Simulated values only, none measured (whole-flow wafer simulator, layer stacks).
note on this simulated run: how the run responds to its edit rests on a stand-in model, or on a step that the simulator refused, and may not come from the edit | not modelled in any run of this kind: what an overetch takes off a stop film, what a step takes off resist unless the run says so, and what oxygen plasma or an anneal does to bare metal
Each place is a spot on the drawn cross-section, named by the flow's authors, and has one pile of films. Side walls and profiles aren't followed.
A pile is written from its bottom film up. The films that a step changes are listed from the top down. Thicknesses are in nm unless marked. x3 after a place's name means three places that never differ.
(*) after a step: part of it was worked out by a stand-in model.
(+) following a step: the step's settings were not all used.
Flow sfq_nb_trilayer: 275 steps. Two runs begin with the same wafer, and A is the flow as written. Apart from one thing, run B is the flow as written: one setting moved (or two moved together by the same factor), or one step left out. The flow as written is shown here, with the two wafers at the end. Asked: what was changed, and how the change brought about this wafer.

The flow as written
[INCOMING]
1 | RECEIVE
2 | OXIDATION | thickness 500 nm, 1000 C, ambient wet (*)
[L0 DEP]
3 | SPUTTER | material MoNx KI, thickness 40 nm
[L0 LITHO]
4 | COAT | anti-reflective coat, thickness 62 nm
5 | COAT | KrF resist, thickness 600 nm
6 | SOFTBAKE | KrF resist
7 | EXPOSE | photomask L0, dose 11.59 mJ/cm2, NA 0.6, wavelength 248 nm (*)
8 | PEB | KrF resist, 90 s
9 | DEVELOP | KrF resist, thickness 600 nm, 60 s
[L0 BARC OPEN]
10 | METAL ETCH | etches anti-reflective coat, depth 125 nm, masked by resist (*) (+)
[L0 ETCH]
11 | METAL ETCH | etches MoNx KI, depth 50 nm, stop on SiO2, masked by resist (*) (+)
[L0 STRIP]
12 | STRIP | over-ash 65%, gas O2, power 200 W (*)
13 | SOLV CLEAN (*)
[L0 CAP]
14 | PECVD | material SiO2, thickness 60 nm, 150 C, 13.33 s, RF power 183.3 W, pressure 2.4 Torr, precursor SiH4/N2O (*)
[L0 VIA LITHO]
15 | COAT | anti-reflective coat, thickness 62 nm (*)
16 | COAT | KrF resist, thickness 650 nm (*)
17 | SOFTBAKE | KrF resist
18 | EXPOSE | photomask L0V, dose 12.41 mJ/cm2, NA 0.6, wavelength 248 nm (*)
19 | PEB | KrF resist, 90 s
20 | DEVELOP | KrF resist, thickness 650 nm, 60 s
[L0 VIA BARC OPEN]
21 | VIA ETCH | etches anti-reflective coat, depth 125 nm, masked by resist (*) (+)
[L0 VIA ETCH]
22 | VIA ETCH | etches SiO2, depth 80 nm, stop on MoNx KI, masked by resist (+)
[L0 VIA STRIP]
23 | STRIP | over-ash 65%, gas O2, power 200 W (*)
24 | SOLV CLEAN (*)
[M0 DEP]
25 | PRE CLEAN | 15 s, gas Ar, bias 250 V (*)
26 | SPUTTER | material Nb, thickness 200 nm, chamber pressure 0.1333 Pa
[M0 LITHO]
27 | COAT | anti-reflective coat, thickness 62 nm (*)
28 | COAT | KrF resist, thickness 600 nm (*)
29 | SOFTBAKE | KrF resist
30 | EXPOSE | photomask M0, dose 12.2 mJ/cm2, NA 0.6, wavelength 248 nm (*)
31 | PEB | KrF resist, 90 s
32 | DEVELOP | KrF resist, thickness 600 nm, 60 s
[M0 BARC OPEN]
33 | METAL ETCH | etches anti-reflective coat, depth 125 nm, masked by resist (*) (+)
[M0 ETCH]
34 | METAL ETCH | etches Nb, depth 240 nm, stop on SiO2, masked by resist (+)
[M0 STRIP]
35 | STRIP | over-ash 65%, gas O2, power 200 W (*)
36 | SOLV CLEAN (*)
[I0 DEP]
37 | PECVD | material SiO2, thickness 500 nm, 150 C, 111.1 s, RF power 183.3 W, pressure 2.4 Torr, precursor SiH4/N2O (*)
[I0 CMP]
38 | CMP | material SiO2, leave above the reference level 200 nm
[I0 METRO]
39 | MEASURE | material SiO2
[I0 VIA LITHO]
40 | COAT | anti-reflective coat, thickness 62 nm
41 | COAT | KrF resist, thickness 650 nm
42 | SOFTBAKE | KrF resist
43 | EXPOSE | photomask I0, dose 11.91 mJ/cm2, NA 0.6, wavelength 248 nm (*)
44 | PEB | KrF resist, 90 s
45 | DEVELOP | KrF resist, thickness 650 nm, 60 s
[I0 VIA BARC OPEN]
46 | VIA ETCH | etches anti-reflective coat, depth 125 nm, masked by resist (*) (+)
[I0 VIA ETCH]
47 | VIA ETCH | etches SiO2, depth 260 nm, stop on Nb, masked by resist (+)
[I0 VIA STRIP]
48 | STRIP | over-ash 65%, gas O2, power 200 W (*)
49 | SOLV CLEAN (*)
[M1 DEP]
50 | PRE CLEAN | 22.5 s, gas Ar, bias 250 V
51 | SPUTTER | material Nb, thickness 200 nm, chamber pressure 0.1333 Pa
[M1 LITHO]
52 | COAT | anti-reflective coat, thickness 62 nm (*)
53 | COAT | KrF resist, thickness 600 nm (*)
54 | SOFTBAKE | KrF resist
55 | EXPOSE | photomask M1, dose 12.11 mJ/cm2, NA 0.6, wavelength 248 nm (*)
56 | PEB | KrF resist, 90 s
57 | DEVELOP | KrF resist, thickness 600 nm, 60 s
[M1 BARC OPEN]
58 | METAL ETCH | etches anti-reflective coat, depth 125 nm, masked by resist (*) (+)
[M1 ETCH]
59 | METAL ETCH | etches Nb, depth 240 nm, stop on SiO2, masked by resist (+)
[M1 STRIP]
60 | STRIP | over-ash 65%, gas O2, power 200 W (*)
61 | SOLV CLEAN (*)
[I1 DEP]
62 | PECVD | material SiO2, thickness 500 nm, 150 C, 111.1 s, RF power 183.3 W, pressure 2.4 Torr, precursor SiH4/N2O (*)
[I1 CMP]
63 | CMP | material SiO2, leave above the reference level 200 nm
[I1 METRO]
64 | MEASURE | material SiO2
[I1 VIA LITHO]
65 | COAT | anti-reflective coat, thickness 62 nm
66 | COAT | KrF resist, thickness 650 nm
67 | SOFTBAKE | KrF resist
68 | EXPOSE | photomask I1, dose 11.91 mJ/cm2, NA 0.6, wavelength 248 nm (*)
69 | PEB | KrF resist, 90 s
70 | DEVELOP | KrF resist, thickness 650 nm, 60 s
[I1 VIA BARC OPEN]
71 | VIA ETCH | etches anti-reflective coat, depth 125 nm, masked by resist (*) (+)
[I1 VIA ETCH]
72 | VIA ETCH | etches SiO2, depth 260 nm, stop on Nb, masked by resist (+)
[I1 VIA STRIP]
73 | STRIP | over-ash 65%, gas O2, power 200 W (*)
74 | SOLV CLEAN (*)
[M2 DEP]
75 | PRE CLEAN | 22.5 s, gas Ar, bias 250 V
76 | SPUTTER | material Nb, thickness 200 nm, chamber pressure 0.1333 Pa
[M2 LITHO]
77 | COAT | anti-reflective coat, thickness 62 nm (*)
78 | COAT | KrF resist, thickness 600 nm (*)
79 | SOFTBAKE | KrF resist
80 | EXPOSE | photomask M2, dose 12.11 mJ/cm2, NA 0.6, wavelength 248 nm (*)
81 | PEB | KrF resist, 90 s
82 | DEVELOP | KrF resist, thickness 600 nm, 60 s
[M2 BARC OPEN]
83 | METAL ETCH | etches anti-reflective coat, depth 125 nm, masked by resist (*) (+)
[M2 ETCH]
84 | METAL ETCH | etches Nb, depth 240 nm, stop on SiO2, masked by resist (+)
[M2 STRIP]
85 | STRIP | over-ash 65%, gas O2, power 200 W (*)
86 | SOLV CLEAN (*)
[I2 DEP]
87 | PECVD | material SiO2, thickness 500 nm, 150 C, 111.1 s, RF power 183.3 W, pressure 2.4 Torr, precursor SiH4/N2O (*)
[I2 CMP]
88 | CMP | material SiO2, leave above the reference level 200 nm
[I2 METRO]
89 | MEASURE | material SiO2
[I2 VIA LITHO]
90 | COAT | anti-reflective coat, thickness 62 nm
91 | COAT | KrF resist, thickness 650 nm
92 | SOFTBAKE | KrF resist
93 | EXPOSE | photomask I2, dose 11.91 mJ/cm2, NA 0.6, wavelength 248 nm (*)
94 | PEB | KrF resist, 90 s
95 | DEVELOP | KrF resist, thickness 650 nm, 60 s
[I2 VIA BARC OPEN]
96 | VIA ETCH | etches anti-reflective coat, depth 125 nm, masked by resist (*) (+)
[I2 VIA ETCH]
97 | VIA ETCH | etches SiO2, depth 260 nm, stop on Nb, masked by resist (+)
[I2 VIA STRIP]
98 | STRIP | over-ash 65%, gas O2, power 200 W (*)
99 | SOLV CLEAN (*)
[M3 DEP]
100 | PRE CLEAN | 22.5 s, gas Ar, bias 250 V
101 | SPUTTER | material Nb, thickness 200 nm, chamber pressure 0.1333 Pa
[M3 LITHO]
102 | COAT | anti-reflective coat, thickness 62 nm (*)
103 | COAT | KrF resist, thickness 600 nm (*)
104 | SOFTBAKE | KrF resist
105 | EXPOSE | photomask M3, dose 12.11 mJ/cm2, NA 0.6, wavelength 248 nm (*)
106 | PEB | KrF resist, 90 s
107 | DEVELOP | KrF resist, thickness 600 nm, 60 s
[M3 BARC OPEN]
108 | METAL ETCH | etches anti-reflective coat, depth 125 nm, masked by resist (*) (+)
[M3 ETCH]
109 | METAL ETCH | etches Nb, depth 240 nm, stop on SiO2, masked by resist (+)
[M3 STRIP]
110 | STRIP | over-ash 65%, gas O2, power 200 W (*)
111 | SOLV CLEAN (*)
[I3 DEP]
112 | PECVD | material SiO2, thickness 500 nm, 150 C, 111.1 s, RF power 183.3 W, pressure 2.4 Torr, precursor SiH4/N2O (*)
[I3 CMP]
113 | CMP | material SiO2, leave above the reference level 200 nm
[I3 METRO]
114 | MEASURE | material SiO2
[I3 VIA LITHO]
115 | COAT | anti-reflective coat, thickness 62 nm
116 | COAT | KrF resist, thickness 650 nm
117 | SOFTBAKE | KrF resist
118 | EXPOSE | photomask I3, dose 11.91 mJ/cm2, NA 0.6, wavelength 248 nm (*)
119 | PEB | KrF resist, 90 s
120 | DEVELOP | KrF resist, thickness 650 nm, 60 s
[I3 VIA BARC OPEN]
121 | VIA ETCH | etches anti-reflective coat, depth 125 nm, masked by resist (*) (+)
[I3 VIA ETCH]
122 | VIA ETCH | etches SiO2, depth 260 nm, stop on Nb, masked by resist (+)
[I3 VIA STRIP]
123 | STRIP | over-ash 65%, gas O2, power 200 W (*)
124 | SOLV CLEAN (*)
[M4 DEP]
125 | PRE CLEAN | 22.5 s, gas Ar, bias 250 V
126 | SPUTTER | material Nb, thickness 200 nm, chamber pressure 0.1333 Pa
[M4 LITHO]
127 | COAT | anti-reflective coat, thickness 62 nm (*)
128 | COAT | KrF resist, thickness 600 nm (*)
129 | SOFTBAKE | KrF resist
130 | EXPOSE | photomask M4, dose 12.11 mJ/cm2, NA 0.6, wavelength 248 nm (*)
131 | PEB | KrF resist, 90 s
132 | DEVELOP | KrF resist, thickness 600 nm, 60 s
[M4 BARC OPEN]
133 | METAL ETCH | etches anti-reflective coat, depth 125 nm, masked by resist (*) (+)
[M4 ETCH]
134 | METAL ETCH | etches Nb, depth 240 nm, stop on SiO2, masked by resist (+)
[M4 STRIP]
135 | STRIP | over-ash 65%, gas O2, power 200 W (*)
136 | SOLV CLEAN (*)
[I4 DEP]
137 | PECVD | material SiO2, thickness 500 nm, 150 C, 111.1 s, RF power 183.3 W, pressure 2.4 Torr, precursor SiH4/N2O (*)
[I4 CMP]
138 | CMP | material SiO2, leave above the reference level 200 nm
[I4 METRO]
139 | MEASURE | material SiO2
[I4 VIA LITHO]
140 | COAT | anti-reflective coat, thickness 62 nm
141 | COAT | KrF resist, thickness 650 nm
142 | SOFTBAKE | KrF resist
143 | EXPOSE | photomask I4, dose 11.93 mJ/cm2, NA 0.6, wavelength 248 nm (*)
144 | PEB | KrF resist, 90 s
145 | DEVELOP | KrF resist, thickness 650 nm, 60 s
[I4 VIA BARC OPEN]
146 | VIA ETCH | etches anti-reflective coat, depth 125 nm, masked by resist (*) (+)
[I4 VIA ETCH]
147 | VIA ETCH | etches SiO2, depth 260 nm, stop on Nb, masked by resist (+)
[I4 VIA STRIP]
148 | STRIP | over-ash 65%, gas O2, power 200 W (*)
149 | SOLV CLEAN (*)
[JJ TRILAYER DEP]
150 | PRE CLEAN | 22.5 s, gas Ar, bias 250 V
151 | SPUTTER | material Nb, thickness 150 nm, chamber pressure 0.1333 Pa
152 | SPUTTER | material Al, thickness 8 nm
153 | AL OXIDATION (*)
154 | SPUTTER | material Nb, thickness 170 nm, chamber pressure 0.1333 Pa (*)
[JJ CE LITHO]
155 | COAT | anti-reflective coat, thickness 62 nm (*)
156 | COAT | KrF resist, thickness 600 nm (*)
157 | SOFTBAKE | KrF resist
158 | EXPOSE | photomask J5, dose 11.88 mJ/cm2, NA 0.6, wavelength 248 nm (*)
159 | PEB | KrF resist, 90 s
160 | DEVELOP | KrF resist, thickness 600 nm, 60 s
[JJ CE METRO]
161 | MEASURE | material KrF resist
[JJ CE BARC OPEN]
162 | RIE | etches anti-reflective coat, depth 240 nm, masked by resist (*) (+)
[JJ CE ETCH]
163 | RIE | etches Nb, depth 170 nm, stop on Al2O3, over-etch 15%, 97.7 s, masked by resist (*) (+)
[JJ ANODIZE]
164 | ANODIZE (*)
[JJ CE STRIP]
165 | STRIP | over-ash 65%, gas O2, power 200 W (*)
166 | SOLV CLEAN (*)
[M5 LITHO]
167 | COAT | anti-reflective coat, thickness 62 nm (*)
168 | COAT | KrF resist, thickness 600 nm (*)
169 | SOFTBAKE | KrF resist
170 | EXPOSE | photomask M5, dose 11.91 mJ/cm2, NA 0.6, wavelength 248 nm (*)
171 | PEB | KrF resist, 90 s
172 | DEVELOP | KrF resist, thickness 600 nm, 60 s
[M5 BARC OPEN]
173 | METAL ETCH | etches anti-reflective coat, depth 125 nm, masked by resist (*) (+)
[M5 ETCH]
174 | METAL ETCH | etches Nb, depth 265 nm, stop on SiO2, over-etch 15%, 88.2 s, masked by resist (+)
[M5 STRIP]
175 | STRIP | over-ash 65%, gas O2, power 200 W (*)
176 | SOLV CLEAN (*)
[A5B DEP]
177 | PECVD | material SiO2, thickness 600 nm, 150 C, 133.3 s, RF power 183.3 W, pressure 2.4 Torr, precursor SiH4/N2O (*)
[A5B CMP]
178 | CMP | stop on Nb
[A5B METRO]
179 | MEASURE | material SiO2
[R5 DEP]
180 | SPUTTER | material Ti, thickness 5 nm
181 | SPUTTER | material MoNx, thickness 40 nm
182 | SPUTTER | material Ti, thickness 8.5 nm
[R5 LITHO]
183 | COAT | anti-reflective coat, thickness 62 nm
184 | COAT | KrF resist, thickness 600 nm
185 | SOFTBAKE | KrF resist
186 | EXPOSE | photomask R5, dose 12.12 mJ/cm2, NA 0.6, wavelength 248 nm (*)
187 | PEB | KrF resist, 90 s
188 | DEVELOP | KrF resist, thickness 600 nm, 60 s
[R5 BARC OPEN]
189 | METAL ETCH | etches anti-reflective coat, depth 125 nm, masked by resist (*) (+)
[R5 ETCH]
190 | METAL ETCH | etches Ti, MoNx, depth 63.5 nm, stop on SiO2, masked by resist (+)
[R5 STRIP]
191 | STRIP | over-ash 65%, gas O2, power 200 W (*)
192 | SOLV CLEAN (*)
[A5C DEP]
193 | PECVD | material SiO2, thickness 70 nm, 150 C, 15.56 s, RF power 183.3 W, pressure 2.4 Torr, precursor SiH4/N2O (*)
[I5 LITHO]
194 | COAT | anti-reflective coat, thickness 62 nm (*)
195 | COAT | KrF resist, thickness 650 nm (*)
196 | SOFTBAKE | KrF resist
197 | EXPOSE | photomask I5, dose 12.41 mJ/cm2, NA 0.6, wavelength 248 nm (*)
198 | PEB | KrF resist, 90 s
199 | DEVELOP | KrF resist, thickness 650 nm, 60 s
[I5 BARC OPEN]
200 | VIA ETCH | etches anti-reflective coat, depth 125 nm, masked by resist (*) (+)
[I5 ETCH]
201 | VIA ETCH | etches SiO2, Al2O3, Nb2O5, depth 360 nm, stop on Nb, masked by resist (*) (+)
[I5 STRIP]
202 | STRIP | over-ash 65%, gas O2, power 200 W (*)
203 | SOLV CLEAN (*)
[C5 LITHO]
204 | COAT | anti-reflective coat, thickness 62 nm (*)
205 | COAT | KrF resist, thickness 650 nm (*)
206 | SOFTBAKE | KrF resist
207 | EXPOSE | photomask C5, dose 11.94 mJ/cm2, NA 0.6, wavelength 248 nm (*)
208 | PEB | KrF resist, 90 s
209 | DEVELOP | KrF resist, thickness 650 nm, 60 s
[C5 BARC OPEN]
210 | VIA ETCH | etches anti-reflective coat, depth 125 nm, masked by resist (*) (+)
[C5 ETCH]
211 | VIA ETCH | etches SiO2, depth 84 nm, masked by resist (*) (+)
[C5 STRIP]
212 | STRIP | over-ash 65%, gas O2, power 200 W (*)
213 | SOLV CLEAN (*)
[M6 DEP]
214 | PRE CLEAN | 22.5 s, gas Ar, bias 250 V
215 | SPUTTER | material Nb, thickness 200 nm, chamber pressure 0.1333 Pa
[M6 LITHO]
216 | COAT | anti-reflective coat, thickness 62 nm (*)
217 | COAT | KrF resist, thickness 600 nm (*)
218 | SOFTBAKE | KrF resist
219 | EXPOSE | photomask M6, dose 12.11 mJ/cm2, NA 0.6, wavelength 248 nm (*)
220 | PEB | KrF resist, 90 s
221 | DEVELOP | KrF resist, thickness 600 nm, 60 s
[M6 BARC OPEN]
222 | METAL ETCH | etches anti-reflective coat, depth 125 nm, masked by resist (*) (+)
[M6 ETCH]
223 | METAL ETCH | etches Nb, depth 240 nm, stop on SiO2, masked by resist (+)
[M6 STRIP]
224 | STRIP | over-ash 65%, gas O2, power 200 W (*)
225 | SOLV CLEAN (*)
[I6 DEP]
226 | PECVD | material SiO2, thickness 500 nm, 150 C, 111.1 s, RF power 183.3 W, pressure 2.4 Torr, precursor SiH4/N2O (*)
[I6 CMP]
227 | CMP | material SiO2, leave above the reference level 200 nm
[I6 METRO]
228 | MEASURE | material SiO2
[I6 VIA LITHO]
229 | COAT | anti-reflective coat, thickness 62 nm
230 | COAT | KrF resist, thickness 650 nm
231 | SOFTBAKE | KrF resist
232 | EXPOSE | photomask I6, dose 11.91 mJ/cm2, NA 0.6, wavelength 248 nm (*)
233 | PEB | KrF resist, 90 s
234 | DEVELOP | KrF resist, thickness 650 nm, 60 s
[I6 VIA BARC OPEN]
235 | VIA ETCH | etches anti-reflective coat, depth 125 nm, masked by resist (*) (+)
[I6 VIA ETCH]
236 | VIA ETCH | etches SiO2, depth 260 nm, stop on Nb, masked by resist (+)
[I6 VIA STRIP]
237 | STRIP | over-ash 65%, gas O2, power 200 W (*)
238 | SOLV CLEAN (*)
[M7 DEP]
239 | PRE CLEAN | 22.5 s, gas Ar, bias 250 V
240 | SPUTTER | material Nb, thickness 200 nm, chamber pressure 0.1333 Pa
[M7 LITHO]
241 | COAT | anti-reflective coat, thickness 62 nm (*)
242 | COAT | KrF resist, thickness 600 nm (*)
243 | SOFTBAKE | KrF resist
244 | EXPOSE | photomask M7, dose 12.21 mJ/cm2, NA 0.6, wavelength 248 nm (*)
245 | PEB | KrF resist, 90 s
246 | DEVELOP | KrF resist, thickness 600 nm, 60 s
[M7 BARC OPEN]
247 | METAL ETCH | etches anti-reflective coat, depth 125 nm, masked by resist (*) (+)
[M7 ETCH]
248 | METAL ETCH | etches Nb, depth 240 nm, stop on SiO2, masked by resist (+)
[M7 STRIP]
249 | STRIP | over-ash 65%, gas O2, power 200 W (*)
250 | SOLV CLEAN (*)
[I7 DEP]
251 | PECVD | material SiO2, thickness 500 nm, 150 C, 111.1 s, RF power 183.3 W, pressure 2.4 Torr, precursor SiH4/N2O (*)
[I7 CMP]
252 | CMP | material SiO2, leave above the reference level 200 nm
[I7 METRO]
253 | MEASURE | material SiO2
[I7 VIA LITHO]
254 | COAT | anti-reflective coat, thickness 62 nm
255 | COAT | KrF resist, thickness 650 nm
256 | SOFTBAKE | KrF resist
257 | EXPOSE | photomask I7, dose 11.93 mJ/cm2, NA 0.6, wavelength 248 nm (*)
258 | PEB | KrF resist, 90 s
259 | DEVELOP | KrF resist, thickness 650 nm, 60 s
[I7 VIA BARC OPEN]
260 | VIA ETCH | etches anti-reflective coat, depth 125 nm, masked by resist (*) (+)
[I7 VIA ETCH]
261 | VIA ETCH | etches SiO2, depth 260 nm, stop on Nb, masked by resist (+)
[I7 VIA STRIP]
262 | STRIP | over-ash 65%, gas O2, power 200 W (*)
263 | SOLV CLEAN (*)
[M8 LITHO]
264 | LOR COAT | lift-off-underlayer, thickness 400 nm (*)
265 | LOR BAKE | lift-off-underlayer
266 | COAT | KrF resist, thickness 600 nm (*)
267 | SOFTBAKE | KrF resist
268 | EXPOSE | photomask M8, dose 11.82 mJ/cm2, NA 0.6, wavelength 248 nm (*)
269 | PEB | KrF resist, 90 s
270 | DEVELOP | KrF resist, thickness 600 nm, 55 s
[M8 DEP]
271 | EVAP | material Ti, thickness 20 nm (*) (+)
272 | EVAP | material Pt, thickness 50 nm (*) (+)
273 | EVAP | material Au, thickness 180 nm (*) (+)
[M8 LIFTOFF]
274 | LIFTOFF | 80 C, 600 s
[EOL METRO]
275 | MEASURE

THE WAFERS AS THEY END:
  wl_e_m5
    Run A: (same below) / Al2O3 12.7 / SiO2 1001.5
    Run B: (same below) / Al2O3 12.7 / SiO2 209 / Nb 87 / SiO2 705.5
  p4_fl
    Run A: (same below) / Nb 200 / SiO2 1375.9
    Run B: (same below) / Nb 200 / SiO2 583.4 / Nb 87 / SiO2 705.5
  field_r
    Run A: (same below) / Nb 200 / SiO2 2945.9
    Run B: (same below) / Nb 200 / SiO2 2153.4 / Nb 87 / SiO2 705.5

What caused this: step 223, METAL ETCH: depth 113 nm was run, though the flow has depth 240 nm.

How this came from the change, step by step:
  223 | METAL ETCH | etches Nb, depth 240 nm, stop on SiO2, masked by resist (+)
      field_l, gap, moat and 76 more: A Nb loses 200 (all of it) | B Nb loses 113
      v_sur, via_wl, via_w and 24 more: A KrF resist loses 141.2 | B KrF resist loses 66.5
  224 | STRIP | over-ash 65%, gas O2, power 200 W (*)
      wl_j_sl, wl_j_sr: A KrF resist loses 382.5 (all of it), anti-reflective coat loses 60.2 (all of it) | B KrF resist loses 457.2 (all of it), anti-reflective coat loses 60.2 (all of it)
      wl_c_m6, wl_f_m6: A KrF resist loses 382.3 (all of it), anti-reflective coat loses 62 (all of it) | B KrF resist loses 457 (all of it), anti-reflective coat loses 62 (all of it)
      (and at 23 other places as well)
  226 | PECVD | material SiO2, thickness 500 nm, 150 C, 111.1 s, RF power 183.3 W, pressure 2.4 Torr, precursor SiH4/N2O (*)
      field_l, p4_fl, p4_fm and 62 more: A SiO2 gains 500 | B SiO2 gains 500 (new film)
      moat, field_r, lsp_l, ln_m5, lsp_m: A SiO2 gains 493.6 | B SiO2 gains 500 (new film)
      (and at 9 other places as well)
  227 | CMP | material SiO2, leave above the reference level 200 nm
      field_l, p4_fl, p4_fm and 59 more: A SiO2 loses 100 | B SiO2 loses 187
      moat, field_r, lsp_l, ln_m5, lsp_m: A SiO2 loses 93.6 | B SiO2 loses 187
      (and at 12 other places as well)
If metal films that touch count as one body, wl_e_m5 has 7 bodies (between them, from the top down: SiO2 209 / Al2O3 12.7 / Nb2O5 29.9; SiO2 192.5; SiO2 192.5; SiO2 192.5; SiO2 192.5; SiO2 192.5); the flow as written gives 6 bodies (between them, from the top down: SiO2 192.5; SiO2 192.5; SiO2 192.5; SiO2 192.5; SiO2 192.5).
If metal films that touch count as one body, p4_fl has 3 bodies (between them, from the top down: SiO2 583.4; SiO2 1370); the flow as written gives 2 bodies (between them, from the top down: SiO2 1370).
If metal films that touch count as one body, field_r has 2 bodies (between them, from the top down: SiO2 2153.4); the flow as written gives 1 body.
